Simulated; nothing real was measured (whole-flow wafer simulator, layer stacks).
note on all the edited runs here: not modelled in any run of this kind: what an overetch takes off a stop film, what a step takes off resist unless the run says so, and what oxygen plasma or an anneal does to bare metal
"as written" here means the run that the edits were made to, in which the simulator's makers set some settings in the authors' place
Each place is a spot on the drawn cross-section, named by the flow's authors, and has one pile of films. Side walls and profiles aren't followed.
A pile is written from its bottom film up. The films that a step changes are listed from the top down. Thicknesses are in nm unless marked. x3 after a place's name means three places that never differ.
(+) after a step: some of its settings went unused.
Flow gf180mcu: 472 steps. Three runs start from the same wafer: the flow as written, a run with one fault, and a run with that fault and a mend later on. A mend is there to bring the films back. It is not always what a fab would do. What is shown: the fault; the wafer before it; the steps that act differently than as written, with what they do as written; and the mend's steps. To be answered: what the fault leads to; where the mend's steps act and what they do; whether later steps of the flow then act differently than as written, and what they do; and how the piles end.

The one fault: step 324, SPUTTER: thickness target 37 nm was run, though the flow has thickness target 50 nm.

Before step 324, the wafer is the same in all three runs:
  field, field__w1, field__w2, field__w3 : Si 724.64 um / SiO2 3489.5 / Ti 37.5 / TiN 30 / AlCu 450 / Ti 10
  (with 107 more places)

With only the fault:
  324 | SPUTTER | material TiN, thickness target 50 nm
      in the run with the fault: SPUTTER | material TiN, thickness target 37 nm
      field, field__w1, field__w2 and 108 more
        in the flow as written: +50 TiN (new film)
        in the run with the fault: +37 TiN (new film)
  Steps later in the flow that act otherwise than as written (4 more steps, not shown, differ only slightly: by at most 2% or 0.5 nm, whichever is larger):
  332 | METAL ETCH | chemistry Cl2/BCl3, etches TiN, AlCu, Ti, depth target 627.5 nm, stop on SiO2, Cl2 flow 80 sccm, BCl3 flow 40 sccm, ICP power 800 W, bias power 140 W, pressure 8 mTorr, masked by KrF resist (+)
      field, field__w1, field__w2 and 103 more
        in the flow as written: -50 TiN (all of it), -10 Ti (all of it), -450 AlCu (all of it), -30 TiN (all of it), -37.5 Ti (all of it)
        in the run with the fault: -37 TiN (all of it), -10 Ti (all of it), -450 AlCu (all of it), -30 TiN (all of it), -37.5 Ti (all of it)
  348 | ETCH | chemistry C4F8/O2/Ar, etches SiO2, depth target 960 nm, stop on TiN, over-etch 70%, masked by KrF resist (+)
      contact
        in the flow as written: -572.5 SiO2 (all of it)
        in the run with the fault: -585.5 SiO2 (all of it)
  At field__w8, contact, m1, m1__w1, m1_nw, the piles at the end differ from the flow's by more than 2% or 0.5 nm, whichever is larger.
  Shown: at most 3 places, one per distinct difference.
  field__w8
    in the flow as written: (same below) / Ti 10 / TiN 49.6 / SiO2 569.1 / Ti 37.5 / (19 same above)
    in the run with the fault: (same below) / Ti 10 / TiN 36.6 / SiO2 582.1 / Ti 37.5 / (19 same above)
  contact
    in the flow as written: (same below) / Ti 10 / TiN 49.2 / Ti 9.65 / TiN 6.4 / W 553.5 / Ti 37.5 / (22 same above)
    in the run with the fault: (same below) / Ti 10 / TiN 36.2 / Ti 9.58 / TiN 6.36 / W 566.6 / Ti 37.5 / (22 same above)

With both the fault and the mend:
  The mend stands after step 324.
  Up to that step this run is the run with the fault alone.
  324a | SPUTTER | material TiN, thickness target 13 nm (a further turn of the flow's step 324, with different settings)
      field, field__w1, field__w2 and 108 more
        +13 TiN
  Every later step of the flow that is run acts as written at every place that is followed.
  By the end, the piles equal the flow's at every place that both follow.
